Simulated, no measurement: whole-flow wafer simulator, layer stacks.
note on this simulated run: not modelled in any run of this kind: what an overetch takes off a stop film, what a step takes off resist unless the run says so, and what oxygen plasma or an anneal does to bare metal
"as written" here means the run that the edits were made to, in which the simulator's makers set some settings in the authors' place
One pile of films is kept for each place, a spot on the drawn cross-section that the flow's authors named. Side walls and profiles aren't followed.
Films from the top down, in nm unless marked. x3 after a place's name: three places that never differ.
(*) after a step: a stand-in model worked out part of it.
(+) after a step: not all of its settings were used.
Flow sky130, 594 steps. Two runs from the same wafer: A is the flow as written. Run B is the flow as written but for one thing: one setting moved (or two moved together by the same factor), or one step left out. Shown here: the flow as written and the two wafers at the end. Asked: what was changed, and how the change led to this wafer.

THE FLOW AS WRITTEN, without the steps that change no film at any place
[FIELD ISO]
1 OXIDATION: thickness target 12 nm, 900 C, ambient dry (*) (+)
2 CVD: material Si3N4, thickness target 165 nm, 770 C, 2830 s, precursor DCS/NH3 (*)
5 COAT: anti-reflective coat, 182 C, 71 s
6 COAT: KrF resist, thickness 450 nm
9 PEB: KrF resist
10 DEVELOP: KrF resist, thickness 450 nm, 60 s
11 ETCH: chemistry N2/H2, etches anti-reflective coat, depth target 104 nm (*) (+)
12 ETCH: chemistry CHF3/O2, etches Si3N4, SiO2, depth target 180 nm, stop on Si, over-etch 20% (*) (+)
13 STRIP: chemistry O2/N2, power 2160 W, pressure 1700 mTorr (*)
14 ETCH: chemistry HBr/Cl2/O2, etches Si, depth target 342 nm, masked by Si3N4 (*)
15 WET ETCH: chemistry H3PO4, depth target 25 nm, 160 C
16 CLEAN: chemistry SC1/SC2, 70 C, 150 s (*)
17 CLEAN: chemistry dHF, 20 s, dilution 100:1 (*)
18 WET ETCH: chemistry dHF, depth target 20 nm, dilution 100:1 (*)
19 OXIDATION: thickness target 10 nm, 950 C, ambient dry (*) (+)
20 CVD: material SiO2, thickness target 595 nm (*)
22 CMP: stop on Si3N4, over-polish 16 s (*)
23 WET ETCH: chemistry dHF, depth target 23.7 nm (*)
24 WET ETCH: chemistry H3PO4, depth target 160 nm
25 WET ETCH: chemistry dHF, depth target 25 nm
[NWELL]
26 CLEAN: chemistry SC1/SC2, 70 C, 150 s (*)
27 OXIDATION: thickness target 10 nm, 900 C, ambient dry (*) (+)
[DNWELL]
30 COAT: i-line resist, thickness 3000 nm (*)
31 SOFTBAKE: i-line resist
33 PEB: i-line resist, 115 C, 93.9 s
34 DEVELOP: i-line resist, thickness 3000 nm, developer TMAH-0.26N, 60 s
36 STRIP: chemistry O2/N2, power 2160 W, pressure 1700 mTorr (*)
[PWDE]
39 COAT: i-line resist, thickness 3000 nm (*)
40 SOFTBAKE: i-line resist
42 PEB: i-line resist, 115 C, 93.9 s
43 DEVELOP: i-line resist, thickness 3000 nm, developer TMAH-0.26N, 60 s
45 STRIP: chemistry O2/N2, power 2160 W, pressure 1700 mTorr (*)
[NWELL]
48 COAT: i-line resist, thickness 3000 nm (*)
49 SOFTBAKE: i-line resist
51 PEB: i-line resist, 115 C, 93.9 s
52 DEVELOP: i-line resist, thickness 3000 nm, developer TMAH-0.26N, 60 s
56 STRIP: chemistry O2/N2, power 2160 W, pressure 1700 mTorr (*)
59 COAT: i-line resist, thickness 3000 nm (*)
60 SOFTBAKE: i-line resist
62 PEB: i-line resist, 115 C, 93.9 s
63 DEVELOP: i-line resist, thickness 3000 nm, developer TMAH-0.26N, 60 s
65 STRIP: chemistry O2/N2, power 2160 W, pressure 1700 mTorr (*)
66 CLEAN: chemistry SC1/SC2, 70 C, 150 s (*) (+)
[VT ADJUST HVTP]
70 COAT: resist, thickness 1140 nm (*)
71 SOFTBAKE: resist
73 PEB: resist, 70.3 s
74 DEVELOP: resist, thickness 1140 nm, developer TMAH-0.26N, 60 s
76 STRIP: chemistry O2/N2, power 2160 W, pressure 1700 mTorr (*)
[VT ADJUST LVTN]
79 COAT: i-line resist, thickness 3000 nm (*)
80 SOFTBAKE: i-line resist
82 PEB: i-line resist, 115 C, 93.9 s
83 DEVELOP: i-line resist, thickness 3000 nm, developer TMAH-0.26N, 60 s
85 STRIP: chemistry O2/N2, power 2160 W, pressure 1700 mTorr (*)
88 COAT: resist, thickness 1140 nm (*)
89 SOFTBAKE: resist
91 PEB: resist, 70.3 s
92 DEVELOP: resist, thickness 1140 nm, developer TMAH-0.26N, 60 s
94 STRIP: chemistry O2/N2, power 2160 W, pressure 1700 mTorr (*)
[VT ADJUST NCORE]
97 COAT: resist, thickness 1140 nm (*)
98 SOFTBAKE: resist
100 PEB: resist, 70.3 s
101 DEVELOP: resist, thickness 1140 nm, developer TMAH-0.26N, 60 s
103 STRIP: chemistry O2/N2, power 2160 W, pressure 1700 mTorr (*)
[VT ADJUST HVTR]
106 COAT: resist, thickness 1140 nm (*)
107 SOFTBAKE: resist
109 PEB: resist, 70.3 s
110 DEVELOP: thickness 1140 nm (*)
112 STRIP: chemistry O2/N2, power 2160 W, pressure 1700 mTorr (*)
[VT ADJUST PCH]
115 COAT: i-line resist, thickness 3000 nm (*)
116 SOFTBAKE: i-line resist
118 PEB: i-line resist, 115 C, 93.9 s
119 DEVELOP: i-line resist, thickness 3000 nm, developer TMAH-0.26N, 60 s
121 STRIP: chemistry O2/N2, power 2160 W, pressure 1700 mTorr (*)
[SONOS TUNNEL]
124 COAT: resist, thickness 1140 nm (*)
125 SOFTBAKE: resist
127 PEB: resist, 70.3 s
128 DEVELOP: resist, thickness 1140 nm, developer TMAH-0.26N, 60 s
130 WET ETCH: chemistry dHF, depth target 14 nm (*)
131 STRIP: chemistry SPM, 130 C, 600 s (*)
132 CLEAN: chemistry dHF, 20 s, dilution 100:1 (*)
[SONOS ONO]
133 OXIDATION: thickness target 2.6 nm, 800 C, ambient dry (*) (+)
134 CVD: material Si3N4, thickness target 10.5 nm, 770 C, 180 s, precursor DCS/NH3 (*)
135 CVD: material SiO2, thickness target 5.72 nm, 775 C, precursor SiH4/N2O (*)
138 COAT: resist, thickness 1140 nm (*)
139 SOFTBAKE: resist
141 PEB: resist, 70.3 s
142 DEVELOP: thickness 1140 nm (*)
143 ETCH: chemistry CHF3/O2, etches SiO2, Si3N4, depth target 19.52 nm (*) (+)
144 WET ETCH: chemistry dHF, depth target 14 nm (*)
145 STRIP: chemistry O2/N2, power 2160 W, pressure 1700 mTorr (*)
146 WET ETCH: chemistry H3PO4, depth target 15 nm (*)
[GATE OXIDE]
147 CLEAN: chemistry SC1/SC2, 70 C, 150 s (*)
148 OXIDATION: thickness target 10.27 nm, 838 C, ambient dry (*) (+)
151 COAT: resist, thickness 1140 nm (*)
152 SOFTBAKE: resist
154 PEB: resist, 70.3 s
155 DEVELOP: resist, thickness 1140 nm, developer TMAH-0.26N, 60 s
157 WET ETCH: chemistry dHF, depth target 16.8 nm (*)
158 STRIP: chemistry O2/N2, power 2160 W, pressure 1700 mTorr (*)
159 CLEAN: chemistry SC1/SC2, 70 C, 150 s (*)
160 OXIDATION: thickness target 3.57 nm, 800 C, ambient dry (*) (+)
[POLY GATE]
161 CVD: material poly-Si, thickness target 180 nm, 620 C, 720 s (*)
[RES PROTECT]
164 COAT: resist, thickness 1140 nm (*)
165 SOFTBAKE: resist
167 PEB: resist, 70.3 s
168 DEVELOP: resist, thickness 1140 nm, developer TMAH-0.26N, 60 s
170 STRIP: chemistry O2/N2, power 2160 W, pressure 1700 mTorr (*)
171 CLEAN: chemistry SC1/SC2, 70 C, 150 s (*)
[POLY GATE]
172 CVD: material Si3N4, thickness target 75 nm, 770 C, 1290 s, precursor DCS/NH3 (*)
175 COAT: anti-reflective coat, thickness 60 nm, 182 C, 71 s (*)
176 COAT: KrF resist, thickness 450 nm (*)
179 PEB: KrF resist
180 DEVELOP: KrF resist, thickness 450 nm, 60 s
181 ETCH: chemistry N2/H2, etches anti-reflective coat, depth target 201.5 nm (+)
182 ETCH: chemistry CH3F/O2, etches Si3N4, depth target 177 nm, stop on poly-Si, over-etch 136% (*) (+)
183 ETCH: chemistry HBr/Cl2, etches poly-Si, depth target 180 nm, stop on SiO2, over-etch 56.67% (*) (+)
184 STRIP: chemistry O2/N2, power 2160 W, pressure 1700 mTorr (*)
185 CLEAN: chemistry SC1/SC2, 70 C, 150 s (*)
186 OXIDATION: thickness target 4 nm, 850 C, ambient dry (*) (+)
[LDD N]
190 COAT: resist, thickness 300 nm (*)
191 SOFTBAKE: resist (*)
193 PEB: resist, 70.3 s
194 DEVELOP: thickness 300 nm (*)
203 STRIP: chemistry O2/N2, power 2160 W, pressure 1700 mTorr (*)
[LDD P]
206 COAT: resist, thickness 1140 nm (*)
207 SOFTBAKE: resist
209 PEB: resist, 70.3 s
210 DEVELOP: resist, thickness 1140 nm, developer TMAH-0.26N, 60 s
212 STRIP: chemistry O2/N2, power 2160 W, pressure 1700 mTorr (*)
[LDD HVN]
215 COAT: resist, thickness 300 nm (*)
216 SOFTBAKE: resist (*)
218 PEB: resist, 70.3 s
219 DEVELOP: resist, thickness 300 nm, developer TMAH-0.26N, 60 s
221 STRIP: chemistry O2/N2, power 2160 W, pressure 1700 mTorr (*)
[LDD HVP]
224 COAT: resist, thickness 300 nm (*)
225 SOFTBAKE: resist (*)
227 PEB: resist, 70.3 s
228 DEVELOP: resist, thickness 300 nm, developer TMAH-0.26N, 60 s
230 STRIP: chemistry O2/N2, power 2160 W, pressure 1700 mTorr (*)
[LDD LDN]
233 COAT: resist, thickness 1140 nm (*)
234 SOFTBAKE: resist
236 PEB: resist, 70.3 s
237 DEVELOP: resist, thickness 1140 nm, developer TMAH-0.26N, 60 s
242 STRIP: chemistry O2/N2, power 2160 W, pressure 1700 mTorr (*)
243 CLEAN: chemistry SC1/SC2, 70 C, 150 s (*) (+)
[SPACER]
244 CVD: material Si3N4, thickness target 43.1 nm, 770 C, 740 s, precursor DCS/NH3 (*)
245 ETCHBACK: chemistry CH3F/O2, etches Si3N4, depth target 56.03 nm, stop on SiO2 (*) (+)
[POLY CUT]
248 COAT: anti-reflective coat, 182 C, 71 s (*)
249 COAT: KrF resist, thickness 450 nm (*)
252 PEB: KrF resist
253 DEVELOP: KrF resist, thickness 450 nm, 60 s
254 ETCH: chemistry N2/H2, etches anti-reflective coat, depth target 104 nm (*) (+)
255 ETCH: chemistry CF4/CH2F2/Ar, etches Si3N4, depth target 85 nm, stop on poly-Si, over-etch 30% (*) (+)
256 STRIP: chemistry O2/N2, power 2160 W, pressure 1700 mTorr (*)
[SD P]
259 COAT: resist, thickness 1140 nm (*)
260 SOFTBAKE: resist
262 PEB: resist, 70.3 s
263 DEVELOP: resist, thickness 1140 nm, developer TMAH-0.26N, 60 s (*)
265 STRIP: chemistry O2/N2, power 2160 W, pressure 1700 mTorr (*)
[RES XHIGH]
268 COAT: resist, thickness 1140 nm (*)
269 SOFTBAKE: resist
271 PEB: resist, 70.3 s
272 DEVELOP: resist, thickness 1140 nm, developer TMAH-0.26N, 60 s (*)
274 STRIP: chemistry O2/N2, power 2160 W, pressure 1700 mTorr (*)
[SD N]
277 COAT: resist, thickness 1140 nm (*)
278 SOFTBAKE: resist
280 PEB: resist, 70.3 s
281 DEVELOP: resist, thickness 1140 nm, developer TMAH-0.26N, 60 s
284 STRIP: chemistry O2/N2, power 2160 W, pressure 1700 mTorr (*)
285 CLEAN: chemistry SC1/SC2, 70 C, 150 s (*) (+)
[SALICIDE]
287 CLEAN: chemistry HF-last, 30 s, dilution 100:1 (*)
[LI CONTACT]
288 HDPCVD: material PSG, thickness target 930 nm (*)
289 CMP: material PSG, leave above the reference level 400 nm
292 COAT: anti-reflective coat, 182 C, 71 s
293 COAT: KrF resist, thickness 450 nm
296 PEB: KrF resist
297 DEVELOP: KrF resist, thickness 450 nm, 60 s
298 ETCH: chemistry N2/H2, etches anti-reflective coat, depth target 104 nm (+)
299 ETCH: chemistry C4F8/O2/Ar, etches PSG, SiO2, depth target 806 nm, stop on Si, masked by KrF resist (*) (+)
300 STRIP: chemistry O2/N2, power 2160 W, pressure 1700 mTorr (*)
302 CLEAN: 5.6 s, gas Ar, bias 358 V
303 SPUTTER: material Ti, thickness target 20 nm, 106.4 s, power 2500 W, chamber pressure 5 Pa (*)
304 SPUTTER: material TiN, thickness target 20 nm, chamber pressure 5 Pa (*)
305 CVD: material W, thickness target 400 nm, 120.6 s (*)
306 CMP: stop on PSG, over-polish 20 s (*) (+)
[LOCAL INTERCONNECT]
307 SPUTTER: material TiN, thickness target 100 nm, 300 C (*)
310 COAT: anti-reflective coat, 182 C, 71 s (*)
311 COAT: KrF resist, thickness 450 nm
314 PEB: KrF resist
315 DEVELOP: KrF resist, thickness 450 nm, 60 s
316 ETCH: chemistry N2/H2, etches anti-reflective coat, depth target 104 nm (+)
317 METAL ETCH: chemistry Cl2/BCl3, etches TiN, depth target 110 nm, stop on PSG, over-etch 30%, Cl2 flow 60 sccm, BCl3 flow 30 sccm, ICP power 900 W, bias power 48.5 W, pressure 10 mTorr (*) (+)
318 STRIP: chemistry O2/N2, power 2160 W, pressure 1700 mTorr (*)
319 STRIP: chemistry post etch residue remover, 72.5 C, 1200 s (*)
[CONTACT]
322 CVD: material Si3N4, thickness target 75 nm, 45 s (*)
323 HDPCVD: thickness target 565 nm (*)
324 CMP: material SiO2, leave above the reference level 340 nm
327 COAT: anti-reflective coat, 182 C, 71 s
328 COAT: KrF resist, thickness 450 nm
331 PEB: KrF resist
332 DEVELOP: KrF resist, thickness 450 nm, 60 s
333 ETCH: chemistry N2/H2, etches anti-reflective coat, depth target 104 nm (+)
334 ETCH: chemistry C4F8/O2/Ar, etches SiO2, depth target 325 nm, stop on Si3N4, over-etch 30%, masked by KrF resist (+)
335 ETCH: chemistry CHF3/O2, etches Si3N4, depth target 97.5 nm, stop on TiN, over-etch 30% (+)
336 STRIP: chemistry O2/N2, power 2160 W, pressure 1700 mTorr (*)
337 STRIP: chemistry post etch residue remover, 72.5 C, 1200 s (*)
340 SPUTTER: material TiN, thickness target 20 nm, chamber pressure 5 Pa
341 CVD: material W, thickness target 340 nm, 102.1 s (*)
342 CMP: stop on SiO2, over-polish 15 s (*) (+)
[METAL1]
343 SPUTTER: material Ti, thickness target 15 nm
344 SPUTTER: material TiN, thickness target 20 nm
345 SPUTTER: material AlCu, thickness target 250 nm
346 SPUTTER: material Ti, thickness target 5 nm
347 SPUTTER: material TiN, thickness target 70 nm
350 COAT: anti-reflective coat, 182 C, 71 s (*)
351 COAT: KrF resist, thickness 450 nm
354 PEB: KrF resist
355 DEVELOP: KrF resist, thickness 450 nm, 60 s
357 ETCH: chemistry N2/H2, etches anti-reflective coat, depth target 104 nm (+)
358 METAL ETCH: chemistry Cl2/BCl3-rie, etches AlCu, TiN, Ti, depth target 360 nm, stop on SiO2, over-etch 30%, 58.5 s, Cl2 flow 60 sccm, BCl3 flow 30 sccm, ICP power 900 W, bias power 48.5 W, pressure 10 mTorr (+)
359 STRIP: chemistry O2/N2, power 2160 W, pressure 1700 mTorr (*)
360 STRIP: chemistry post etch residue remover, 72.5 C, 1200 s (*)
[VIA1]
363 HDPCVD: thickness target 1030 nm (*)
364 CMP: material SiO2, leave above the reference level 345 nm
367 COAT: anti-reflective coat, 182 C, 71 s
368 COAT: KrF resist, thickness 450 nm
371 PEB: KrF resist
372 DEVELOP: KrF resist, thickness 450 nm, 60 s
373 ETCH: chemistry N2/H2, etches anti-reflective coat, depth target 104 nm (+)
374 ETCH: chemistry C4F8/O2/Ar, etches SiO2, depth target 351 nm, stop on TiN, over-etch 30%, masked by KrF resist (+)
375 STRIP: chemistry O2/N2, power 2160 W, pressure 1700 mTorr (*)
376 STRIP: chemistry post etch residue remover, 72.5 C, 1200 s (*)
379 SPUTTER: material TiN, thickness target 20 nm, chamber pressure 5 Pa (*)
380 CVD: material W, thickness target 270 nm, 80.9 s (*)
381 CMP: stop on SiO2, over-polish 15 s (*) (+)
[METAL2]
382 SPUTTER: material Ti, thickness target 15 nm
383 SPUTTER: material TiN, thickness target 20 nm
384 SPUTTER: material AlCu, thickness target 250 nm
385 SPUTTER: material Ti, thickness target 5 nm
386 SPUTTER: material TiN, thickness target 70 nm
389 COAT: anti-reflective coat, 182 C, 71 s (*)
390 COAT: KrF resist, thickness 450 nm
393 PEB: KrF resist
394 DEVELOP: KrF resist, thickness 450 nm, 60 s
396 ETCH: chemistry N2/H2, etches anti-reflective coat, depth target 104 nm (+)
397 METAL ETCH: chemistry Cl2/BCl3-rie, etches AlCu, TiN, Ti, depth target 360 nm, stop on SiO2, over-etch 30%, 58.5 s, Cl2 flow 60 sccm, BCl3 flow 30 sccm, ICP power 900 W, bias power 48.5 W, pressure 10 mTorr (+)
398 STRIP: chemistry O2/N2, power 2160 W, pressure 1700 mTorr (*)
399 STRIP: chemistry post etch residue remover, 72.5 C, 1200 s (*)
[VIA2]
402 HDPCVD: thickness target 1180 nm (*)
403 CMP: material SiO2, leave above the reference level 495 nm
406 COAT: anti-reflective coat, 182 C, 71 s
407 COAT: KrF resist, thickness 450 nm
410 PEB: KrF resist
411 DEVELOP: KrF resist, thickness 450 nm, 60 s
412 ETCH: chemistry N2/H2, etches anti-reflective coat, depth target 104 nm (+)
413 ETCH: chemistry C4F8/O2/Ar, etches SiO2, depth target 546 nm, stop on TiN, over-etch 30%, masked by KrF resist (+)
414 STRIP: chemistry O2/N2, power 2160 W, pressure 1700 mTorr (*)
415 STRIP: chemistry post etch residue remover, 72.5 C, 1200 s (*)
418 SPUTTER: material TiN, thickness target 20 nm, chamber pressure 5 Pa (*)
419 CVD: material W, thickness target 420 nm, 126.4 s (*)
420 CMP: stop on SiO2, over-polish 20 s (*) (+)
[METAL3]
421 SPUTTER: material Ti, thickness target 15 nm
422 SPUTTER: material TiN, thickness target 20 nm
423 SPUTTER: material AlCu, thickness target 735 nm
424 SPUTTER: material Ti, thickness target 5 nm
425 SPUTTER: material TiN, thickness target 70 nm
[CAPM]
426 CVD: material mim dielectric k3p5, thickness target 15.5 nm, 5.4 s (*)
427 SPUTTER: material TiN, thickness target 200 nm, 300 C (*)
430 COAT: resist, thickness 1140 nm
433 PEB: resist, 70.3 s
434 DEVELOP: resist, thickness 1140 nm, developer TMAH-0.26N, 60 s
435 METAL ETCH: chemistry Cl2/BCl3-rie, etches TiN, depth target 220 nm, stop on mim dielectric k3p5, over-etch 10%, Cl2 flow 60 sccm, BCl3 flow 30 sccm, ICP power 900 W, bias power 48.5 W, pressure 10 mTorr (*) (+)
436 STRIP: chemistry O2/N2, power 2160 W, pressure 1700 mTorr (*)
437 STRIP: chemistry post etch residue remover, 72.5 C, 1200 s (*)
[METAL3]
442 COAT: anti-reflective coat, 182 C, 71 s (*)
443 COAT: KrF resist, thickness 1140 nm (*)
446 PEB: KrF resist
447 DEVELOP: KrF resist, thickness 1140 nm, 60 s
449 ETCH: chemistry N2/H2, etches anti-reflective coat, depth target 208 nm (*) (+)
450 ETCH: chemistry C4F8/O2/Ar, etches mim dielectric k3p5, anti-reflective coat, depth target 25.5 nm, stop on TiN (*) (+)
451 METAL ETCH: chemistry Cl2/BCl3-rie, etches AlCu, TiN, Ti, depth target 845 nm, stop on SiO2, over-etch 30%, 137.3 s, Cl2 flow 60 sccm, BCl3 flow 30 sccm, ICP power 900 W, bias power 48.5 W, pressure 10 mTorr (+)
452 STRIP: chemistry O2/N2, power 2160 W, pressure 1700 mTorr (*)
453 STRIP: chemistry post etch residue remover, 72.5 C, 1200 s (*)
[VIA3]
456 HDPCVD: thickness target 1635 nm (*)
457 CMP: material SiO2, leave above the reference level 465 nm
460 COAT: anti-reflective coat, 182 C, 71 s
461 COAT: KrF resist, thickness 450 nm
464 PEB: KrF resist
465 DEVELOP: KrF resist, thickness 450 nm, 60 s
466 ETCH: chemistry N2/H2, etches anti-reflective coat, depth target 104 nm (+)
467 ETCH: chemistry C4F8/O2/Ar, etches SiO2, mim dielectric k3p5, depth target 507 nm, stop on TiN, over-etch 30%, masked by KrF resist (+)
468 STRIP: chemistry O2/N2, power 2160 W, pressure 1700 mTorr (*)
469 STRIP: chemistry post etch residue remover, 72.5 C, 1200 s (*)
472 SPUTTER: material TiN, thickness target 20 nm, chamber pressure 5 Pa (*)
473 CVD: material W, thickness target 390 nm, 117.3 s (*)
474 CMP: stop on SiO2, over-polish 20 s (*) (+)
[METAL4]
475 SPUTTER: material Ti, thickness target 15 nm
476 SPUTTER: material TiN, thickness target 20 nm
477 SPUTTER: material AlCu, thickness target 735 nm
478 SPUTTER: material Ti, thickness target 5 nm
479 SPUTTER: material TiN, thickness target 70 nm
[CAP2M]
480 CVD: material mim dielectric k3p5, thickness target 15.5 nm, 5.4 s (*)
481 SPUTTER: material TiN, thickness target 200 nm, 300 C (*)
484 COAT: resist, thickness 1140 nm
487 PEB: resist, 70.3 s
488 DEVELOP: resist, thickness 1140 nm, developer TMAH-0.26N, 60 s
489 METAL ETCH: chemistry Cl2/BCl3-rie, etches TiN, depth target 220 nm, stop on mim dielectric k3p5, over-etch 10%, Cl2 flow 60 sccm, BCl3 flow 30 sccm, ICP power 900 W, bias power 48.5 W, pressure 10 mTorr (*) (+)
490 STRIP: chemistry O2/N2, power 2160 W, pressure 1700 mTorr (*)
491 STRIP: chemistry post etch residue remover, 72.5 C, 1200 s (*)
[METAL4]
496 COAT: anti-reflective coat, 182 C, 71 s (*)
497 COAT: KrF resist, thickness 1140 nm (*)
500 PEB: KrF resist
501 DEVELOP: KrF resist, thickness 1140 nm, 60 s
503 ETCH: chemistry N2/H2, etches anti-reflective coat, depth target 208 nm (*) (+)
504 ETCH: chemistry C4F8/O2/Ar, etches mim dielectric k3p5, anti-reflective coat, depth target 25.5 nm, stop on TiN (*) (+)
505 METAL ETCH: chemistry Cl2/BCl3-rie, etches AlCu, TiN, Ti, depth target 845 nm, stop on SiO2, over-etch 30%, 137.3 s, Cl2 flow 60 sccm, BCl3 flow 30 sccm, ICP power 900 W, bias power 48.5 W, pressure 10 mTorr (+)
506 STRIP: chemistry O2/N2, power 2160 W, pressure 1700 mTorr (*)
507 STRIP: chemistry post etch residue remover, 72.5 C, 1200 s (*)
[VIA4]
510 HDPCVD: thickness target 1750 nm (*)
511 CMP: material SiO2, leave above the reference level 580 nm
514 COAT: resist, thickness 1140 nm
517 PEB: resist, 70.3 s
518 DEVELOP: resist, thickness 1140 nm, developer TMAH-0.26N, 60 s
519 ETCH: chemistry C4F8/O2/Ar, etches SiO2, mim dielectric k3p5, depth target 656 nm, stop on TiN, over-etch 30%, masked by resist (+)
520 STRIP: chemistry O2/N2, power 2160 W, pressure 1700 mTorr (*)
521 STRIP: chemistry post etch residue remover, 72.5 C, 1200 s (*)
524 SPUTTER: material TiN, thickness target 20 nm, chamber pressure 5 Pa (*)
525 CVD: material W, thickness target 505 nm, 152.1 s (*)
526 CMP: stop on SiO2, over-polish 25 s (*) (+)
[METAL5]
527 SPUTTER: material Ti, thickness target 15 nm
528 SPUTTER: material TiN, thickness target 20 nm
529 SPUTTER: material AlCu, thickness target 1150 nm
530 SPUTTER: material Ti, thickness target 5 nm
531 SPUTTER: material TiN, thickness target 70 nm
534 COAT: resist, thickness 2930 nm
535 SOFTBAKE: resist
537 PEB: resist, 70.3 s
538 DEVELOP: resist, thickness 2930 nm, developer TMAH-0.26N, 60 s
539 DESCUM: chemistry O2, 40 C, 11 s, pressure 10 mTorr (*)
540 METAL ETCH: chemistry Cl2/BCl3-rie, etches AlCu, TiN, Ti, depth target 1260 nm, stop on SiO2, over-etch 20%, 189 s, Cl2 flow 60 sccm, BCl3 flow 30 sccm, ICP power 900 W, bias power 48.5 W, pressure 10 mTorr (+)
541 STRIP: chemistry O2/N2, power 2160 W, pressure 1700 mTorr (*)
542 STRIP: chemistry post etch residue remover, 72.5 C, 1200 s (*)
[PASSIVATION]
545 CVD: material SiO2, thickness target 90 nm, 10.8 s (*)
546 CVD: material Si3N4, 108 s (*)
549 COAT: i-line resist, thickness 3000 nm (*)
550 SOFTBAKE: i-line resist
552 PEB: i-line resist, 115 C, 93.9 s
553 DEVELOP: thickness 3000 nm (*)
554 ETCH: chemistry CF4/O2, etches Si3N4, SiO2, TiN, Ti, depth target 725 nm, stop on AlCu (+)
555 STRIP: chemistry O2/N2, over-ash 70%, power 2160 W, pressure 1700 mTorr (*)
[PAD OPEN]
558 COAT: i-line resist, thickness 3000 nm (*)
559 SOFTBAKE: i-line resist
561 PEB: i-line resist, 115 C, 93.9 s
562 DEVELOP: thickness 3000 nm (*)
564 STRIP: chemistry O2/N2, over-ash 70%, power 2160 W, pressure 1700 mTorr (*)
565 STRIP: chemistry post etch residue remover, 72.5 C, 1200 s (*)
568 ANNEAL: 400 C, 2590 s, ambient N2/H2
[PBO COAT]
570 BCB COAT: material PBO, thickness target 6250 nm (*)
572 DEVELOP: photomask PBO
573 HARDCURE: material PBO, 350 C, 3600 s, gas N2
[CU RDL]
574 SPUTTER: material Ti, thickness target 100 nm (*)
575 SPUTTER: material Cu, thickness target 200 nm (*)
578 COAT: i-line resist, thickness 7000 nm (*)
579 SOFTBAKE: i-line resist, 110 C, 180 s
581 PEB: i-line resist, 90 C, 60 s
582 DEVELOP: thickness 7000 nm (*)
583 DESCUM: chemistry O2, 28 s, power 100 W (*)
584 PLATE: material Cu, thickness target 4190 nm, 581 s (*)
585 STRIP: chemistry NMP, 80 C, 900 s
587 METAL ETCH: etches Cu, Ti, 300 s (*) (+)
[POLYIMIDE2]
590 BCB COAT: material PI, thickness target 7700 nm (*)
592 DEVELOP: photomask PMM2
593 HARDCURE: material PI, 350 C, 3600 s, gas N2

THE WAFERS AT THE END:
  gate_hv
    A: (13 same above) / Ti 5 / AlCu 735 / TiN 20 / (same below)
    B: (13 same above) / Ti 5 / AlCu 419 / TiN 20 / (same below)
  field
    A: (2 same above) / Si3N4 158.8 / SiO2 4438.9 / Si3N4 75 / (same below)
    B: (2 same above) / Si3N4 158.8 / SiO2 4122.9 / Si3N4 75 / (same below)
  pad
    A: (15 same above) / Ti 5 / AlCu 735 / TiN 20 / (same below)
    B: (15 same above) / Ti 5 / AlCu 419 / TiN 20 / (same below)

The cause: step 423, SPUTTER: thickness target 419 nm was run, where the flow has thickness target 735 nm.
It can be read off the wafer: gate_hv has AlCu 419, and step 423 as written asks for 735 nm.

How the change led to this, step by step:
  423 SPUTTER: material AlCu, thickness target 735 nm
      field, active, n_well and 188 more: A AlCu +735 (new film) | B AlCu +419 (new film)
  451 METAL ETCH: chemistry Cl2/BCl3-rie, etches AlCu, TiN, Ti, depth target 845 nm, stop on SiO2, over-etch 30%, 137.3 s, Cl2 flow 60 sccm, BCl3 flow 30 sccm, ICP power 900 W, bias power 48.5 W, pressure 10 mTorr (+)
      field, gate, spacer and 66 more: A TiN -70 (all of it), Ti -5 (all of it), AlCu -735 (all of it), TiN -20 (all of it), Ti -15 (all of it), SiO2 -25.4 | B TiN -70 (all of it), Ti -5 (all of it), AlCu -419 (all of it), TiN -20 (all of it), Ti -15 (all of it), SiO2 -57
      vpp_ln, vpp_iso2, ndiff_ln and 8 more: A TiN -70 (all of it), Ti -5 (all of it), AlCu -735 (all of it), TiN -20 (all of it), Ti -15 (all of it), SiO2 -25.3 | B TiN -70 (all of it), Ti -5 (all of it), AlCu -419 (all of it), TiN -20 (all of it), Ti -15 (all of it), SiO2 -56.9
      (and at 5 more places)
  457 CMP: material SiO2, leave above the reference level 465 nm
      field, gate, spacer and 61 more: A SiO2 -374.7 | B SiO2 -659.1
      active, vpp_ln, vpp_iso1 and 18 more: A SiO2 -374.7 | B SiO2 -659
